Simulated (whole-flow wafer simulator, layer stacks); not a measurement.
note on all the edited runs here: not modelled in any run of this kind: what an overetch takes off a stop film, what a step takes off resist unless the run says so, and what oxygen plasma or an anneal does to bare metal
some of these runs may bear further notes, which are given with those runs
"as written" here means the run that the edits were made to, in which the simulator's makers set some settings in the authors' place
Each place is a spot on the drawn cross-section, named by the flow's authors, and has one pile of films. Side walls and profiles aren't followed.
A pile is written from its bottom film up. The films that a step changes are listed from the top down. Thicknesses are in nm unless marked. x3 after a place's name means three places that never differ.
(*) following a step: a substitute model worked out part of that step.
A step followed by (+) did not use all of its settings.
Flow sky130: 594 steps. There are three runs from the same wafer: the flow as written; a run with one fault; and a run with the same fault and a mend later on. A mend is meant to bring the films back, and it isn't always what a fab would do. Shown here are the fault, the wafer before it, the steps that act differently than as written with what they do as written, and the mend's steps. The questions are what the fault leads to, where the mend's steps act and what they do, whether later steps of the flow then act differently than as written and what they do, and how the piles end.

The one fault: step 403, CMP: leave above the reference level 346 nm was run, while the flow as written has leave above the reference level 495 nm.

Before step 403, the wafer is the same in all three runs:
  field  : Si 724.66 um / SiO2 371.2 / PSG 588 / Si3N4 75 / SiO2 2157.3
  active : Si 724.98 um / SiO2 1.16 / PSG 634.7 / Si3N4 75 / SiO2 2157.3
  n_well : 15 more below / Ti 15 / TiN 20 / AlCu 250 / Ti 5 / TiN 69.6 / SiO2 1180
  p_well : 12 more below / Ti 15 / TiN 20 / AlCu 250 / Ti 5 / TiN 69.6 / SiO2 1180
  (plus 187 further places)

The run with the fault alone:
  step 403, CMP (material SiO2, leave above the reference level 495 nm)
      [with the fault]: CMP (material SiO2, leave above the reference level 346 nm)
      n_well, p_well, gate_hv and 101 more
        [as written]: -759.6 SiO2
        [with the fault]: -908.6 SiO2
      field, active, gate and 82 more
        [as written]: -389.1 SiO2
        [with the fault]: -538.1 SiO2
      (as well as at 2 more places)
  Steps later in the flow that act otherwise than as written (1 more step, not shown, differs only slightly: by at most 2% or 0.5 nm, whichever is larger):
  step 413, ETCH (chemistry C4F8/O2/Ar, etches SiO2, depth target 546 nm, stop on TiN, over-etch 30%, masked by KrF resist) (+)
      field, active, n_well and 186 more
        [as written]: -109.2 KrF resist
        [with the fault]: -70.5 KrF resist
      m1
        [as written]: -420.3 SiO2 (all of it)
        [with the fault]: -271.3 SiO2 (all of it)
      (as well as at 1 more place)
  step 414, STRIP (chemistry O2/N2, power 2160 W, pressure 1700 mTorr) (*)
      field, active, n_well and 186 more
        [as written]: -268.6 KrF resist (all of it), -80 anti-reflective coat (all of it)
        [with the fault]: -307.3 KrF resist (all of it), -80 anti-reflective coat (all of it)
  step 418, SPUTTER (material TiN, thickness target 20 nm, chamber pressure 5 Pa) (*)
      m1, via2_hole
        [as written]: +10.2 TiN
        [with the fault]: +12.3 TiN
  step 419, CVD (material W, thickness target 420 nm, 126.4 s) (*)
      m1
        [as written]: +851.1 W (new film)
        [with the fault]: +700 W (new film)
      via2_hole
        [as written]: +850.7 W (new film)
        [with the fault]: +699.5 W (new film)
  By the end, the piles at field, active, n_well and 190 more depart from the flow's by more than 2% or 0.5 nm, whichever is larger.
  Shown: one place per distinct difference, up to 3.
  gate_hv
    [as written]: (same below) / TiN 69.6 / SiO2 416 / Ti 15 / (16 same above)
    [with the fault]: (same below) / TiN 69.6 / SiO2 267 / Ti 15 / (16 same above)
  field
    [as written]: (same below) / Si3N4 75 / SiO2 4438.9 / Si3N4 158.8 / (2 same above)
    [with the fault]: (same below) / Si3N4 75 / SiO2 4289.9 / Si3N4 158.8 / (2 same above)
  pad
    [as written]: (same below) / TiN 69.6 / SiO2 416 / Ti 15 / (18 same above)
    [with the fault]: (same below) / TiN 69.6 / SiO2 267 / Ti 15 / (18 same above)

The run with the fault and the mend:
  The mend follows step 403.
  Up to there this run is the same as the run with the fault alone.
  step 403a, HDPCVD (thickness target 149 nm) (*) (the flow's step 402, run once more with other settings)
      field, active, n_well and 188 more
        +149 SiO2
  Every later step of the flow that is run acts as written, at every place that is followed, to within 2% or 0.5 nm, whichever is larger.
  The piles end the same as the flow's at every place that both follow.
